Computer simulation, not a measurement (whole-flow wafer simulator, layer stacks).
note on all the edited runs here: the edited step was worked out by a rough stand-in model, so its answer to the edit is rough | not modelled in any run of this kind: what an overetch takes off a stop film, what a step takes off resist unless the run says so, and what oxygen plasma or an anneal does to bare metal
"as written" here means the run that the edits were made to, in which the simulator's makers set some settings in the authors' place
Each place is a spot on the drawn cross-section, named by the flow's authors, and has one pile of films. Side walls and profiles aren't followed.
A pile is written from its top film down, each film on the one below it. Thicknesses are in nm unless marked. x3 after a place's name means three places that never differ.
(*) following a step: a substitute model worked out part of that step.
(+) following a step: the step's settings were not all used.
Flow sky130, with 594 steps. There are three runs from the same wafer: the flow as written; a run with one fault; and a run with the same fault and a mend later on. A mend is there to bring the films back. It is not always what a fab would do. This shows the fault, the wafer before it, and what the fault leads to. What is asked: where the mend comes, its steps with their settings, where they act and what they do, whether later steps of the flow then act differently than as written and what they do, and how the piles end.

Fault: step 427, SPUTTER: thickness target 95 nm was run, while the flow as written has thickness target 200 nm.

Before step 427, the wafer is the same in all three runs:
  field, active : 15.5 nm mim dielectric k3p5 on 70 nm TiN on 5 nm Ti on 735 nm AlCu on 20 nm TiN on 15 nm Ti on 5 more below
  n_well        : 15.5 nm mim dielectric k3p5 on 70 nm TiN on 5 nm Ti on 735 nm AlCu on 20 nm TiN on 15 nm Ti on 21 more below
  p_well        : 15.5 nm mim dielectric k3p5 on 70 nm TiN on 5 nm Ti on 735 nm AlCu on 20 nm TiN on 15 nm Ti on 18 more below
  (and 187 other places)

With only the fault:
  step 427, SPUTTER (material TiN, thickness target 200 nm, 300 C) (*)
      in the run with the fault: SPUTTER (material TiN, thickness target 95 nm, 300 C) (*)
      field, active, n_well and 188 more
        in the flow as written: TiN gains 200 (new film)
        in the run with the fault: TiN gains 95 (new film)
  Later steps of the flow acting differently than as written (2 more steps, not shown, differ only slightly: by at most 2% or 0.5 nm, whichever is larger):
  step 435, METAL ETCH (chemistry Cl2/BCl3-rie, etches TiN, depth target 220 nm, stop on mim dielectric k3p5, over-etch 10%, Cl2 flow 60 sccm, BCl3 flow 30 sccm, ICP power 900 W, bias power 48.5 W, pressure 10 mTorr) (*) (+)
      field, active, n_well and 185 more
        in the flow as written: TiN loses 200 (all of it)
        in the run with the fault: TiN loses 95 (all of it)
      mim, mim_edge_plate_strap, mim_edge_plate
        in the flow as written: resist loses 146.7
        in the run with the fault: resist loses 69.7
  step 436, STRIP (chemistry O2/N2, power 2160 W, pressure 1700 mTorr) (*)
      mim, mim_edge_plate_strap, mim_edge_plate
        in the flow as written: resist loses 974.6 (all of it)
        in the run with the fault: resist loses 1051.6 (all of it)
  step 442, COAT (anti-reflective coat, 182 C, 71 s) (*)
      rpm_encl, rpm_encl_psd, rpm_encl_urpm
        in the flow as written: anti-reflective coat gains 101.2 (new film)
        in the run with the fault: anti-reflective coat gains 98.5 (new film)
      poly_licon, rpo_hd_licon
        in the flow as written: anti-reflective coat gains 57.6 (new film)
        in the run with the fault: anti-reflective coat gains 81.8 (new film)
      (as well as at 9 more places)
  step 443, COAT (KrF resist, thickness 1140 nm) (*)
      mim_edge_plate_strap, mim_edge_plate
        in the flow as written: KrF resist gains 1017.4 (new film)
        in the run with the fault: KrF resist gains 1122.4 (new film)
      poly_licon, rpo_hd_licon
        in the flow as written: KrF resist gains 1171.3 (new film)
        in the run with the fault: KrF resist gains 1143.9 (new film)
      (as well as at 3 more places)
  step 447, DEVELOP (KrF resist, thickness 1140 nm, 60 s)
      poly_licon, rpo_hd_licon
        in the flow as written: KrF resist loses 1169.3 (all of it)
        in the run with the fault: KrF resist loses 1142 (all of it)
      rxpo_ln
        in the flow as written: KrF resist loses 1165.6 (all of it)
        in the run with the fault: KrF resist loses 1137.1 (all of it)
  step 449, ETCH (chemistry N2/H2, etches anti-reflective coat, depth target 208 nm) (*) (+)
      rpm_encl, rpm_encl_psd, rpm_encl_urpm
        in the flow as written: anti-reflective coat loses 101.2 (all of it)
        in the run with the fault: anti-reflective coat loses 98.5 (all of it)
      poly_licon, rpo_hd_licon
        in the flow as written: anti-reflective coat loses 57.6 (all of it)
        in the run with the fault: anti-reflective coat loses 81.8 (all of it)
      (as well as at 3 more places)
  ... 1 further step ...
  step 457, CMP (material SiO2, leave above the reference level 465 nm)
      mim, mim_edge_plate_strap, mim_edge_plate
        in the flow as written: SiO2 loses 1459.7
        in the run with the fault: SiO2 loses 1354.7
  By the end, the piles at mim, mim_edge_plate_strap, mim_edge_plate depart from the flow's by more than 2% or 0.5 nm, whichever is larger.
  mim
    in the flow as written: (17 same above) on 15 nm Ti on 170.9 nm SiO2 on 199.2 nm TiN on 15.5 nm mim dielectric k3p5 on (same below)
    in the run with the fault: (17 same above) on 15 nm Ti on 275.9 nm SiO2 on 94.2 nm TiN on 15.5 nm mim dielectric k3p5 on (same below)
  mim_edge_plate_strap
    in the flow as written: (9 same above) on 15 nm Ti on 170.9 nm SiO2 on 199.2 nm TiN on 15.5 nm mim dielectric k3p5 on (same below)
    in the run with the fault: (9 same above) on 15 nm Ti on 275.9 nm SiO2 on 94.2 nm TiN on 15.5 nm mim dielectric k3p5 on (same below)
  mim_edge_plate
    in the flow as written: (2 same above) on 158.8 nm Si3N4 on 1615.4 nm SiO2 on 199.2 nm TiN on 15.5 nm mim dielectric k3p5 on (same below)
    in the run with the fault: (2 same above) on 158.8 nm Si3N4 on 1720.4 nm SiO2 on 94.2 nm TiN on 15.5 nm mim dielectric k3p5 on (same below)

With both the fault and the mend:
  The mend follows step 427.
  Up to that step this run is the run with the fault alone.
  step 427a, SPUTTER (material TiN, thickness target 105 nm, 300 C) (*) (the flow's step 427, run once more with other settings)
      field, active, n_well and 188 more
        TiN gains 105
  Later steps of the flow that are run all act as written at every place that is followed.
  By the end, the piles equal the flow's at every place that both follow.
